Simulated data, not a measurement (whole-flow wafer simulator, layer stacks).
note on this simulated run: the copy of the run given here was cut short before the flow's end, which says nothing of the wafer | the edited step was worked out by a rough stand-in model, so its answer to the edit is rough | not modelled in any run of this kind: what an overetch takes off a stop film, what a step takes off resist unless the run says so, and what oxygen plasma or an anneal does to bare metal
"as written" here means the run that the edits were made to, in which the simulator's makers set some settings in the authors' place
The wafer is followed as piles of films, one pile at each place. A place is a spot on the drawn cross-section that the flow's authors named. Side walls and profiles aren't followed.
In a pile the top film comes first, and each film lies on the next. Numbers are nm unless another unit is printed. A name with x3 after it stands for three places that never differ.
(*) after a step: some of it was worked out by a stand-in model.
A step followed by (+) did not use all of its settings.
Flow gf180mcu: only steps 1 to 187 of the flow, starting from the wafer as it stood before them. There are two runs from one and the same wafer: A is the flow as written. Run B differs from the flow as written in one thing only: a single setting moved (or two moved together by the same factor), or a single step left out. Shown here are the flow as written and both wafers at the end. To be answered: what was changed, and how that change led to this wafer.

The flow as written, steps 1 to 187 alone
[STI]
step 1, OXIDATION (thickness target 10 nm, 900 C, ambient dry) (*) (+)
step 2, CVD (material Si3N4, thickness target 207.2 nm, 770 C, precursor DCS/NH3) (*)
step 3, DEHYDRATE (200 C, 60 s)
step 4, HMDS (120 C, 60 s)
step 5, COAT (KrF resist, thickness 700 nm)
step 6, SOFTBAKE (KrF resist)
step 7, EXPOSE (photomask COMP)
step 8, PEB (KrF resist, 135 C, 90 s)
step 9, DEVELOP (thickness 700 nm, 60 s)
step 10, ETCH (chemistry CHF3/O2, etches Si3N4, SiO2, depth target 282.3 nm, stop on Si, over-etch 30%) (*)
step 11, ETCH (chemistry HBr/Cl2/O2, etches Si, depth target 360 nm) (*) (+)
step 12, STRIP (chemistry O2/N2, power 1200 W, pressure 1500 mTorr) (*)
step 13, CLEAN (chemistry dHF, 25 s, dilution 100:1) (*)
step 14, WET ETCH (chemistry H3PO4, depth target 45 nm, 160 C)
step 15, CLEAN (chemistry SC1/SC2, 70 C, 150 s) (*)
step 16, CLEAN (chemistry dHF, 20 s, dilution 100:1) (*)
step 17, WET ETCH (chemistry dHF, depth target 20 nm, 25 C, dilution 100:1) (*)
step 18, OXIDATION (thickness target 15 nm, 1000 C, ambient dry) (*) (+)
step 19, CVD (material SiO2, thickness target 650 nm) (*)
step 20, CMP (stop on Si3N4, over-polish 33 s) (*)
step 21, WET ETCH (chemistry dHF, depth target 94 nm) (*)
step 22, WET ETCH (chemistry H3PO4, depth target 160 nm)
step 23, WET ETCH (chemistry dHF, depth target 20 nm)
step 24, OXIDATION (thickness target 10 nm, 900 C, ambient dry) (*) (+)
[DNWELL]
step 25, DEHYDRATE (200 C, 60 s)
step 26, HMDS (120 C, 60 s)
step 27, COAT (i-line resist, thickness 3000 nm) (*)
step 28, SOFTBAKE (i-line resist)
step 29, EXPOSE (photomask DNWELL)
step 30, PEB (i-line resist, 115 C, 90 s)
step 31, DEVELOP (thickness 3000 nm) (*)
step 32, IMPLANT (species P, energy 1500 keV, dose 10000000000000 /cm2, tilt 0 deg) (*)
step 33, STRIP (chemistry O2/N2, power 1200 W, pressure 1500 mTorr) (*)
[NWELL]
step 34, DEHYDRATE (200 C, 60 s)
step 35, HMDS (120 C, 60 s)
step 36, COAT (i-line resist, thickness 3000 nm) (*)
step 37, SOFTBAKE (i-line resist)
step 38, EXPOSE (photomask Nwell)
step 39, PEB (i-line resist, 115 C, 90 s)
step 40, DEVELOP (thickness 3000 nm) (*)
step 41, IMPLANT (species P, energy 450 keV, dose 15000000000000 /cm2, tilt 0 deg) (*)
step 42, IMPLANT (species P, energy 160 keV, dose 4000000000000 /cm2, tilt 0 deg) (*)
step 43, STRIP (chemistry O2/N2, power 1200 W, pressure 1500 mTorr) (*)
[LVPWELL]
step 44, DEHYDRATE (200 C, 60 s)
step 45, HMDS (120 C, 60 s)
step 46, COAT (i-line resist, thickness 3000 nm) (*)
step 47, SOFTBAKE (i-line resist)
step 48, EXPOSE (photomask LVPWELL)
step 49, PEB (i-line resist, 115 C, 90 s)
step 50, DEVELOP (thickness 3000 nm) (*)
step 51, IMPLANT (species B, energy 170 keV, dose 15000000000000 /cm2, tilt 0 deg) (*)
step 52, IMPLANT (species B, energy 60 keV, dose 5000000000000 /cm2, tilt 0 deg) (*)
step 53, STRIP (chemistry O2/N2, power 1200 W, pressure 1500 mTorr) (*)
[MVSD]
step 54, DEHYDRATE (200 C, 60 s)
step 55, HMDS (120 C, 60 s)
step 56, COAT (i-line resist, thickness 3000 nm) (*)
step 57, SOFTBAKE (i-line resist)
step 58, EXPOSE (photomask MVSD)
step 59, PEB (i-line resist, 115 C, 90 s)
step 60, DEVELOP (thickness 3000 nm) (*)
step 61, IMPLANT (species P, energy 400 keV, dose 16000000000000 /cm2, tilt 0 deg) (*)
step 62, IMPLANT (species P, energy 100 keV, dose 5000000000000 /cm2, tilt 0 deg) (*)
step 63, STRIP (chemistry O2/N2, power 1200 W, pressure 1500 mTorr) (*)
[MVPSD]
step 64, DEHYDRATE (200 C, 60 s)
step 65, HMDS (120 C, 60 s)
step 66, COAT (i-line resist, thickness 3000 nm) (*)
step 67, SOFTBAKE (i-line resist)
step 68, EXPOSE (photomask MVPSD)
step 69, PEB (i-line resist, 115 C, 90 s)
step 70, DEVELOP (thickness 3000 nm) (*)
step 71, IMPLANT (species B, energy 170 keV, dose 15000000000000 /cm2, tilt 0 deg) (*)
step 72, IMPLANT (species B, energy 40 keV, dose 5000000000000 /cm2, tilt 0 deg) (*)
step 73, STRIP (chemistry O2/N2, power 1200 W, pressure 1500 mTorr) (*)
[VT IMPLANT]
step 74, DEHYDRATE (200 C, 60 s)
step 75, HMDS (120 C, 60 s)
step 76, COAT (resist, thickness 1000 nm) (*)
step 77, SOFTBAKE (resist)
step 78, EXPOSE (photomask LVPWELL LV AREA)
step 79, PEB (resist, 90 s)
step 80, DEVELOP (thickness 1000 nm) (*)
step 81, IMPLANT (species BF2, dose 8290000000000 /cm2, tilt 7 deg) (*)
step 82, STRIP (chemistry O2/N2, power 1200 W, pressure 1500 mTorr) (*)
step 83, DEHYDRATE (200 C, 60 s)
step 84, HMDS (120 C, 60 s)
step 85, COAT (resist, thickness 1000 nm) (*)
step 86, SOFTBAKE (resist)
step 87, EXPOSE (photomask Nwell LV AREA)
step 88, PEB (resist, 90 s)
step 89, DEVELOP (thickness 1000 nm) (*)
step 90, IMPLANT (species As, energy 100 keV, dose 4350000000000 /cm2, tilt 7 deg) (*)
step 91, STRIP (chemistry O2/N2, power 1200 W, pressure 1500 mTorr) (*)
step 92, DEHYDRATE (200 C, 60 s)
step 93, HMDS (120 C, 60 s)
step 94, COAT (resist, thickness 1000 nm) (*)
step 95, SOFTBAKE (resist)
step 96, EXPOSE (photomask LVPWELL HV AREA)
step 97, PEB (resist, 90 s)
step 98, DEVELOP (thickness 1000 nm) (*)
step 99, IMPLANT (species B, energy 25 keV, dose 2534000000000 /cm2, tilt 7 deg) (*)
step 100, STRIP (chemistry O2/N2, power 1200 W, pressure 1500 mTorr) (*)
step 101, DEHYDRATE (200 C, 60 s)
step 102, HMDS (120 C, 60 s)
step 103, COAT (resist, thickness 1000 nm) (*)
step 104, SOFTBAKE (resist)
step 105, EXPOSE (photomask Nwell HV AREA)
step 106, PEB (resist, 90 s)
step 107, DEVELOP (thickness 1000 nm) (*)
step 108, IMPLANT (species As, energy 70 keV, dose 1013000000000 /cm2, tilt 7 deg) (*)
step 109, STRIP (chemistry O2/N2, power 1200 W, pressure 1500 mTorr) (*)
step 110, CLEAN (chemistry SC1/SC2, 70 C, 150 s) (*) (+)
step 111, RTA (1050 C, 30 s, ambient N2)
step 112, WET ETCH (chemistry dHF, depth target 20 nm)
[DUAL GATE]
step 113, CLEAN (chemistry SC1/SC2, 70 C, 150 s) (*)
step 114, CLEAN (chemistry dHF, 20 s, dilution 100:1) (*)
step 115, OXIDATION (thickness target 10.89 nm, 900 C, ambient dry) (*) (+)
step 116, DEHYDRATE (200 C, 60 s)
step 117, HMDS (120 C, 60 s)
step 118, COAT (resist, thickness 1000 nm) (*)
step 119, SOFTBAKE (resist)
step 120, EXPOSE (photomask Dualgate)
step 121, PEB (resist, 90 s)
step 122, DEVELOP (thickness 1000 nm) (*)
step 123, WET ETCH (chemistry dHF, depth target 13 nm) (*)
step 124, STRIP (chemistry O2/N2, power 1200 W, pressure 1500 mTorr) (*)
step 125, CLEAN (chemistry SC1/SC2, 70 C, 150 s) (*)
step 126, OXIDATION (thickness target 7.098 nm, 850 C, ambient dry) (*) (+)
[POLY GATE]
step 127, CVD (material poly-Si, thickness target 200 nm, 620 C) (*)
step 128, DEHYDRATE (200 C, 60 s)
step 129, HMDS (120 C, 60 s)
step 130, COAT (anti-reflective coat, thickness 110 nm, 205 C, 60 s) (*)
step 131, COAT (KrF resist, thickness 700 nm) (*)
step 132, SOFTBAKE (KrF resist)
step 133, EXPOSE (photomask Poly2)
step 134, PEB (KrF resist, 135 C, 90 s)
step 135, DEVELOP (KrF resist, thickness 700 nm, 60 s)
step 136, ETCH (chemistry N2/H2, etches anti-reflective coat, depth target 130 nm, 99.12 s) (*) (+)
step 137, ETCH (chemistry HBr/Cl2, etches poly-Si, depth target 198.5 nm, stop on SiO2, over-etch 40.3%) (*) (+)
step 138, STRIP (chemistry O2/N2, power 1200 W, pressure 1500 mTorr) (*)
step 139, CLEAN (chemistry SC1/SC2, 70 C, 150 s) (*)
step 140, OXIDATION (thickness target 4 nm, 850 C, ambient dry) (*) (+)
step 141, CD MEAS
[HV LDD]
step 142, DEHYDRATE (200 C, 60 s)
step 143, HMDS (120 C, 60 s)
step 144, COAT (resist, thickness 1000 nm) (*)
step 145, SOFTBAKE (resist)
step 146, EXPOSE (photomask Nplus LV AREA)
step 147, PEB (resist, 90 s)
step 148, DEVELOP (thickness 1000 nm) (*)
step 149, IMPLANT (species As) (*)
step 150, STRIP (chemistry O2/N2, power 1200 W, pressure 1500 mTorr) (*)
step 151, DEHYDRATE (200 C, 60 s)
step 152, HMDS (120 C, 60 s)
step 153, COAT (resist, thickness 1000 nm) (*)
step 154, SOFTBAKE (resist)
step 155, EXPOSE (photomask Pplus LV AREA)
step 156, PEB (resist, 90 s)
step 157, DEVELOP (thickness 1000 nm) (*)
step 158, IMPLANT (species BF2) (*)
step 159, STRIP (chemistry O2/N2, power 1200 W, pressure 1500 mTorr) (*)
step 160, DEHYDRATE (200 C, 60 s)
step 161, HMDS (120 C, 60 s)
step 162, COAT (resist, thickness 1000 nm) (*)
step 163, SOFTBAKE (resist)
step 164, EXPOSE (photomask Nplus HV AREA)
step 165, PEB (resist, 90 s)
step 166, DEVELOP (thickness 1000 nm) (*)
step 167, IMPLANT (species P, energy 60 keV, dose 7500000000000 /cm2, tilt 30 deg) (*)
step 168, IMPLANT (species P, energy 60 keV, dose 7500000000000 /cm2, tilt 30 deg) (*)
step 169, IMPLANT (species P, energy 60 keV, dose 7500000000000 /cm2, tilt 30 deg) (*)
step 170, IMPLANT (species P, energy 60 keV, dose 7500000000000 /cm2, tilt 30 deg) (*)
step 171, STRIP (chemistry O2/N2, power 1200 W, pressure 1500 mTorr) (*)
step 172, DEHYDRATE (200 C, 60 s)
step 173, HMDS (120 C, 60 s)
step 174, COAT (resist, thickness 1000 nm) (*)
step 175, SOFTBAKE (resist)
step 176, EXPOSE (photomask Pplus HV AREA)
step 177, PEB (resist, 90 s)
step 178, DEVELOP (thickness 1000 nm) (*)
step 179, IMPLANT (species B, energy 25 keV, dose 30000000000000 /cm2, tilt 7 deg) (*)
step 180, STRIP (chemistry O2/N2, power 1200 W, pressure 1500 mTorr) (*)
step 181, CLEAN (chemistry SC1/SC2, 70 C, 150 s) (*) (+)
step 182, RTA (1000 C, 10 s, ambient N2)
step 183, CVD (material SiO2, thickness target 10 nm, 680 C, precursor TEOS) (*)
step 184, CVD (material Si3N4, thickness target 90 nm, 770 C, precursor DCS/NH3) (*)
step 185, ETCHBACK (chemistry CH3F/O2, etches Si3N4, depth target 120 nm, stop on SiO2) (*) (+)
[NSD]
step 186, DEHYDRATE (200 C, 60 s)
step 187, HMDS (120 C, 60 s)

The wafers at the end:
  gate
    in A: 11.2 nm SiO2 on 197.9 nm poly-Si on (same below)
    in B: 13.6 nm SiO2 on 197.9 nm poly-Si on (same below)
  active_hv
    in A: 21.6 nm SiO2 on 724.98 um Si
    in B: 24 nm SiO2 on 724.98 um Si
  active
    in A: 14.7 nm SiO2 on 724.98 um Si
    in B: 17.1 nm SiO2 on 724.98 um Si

Cause: step 183, CVD: thickness target 12.4 nm was run, though the flow has thickness target 10 nm.

Step by step, how the change led to this:
  step 183, CVD (material SiO2, thickness target 10 nm, 680 C, precursor TEOS) (*)
      field, field__w1, field__w2 and 99 more: A SiO2 gains 10 | B SiO2 gains 12.4
      ld_drift_p: A SiO2 gains 9.87 | B SiO2 gains 12.2
      (and at 1 other place as well)
